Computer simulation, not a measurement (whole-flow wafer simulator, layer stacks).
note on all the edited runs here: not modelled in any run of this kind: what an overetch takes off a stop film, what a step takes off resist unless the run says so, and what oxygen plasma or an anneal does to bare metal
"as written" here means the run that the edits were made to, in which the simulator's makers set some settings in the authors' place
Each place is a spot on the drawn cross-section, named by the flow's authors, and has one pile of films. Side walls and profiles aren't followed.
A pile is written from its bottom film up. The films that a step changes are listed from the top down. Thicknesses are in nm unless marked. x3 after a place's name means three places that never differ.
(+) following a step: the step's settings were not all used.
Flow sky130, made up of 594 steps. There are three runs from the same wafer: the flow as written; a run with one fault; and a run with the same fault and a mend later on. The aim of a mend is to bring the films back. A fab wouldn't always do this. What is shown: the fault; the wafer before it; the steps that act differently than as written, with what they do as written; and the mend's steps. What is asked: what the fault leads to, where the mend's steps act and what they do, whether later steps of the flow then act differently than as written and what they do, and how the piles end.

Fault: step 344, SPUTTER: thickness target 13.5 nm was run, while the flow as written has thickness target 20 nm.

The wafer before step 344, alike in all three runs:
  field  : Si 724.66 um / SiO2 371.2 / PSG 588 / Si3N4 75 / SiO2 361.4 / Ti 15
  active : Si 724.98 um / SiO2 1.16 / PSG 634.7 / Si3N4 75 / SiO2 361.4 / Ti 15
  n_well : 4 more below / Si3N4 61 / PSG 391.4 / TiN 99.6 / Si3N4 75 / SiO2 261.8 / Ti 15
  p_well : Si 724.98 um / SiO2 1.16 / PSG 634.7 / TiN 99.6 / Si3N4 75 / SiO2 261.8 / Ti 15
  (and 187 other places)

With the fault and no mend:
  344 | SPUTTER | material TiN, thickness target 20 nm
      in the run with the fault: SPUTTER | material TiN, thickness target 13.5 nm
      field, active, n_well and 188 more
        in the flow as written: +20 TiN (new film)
        in the run with the fault: +13.5 TiN (new film)
  Later steps of the flow acting differently than as written (9 more steps, not shown, differ only slightly: by at most 2% or 0.5 nm, whichever is larger):
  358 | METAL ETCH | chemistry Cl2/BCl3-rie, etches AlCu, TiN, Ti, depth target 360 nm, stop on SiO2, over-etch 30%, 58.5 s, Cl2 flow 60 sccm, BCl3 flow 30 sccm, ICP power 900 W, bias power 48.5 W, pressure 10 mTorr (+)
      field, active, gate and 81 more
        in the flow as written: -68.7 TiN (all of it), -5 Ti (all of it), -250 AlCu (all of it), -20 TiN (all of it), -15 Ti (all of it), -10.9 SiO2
        in the run with the fault: -68.7 TiN (all of it), -5 Ti (all of it), -250 AlCu (all of it), -13.5 TiN (all of it), -15 Ti (all of it), -11.6 SiO2
  By the end, the piles at n_well, p_well, gate_hv and 104 more depart from the flow's by more than 2% or 0.5 nm, whichever is larger.
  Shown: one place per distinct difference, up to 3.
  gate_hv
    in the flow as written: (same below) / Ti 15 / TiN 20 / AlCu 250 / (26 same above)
    in the run with the fault: (same below) / Ti 15 / TiN 13.5 / AlCu 250 / (26 same above)
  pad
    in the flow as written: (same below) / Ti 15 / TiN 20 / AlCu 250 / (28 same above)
    in the run with the fault: (same below) / Ti 15 / TiN 13.5 / AlCu 250 / (28 same above)
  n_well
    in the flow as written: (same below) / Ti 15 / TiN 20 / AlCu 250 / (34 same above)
    in the run with the fault: (same below) / Ti 15 / TiN 13.5 / AlCu 250 / (34 same above)

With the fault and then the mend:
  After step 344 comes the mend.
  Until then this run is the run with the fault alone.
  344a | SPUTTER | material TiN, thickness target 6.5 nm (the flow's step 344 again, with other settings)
      field, active, n_well and 188 more
        +6.5 TiN
  Later steps of the flow that are run all act as written at every place that is followed.
  At every place that both follow, the piles at the end match the flow's.
